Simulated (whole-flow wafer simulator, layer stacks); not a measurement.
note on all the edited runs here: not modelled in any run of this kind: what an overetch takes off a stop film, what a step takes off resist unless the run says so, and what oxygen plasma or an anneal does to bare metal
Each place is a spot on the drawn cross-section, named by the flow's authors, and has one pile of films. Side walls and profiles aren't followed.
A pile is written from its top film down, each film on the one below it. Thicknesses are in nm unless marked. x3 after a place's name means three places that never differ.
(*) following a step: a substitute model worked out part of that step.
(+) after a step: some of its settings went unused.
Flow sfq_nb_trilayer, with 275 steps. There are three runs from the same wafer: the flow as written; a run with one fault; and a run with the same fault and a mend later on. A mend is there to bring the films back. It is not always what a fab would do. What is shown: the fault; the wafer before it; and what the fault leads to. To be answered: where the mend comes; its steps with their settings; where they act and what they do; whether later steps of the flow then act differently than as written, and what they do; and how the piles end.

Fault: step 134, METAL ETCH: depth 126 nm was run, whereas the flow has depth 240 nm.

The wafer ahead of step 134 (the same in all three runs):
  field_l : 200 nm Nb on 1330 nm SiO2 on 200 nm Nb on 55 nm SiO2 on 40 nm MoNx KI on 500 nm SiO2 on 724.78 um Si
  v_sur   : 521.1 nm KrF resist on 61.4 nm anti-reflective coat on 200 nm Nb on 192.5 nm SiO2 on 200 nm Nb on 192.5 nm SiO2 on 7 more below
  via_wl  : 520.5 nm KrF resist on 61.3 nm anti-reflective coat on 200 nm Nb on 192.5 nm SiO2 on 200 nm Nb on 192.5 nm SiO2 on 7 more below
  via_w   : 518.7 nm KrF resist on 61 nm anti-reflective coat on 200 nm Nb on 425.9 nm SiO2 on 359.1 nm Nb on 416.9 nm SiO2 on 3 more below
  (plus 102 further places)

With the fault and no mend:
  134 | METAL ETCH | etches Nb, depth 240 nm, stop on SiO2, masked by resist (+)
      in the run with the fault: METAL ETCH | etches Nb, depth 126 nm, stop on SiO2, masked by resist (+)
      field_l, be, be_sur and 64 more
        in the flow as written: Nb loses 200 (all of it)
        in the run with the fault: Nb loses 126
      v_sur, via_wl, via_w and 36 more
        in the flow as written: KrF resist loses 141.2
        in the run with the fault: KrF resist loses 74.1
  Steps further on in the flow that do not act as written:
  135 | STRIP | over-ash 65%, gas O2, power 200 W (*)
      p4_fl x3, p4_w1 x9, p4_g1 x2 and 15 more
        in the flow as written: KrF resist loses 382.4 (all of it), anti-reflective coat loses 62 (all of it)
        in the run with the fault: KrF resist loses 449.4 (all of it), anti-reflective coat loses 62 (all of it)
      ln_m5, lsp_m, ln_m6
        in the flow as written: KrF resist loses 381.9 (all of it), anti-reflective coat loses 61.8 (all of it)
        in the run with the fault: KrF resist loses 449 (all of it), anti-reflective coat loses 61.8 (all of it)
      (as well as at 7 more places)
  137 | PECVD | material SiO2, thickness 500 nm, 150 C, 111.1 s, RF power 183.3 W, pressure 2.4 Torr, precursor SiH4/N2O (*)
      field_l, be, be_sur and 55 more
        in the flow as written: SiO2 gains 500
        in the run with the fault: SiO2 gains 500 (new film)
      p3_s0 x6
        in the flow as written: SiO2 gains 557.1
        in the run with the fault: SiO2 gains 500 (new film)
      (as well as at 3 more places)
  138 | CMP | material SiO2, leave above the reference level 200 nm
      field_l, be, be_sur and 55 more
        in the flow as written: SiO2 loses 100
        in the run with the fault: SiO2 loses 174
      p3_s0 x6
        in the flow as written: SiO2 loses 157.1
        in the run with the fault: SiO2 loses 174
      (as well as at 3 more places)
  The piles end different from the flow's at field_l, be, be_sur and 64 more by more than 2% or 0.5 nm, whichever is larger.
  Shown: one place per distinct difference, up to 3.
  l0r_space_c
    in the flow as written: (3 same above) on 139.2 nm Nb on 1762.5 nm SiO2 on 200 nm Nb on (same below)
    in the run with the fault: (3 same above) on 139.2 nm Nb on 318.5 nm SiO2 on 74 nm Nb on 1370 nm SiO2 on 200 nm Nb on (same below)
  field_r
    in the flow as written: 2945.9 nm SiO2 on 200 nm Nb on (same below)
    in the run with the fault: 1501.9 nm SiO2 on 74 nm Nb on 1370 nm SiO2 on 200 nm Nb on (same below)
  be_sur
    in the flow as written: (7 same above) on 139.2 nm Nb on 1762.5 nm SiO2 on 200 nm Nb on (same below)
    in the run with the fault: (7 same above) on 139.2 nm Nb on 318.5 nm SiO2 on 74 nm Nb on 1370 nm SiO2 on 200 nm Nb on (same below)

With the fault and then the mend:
  The mend follows step 134.
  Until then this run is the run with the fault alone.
  134a | METAL ETCH | etches Nb, depth 114 nm, stop on SiO2, masked by resist (+) (the flow's step 134 again, with other settings)
      field_l, be, be_sur and 64 more
        Nb loses 74 (all of it)
      v_sur, via_wl, via_w and 36 more
        KrF resist loses 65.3
  Every later step of the flow that is run acts as written, at every place that is followed, to within 2% or 0.5 nm, whichever is larger.
  The piles end the same as the flow's at every place that both follow.
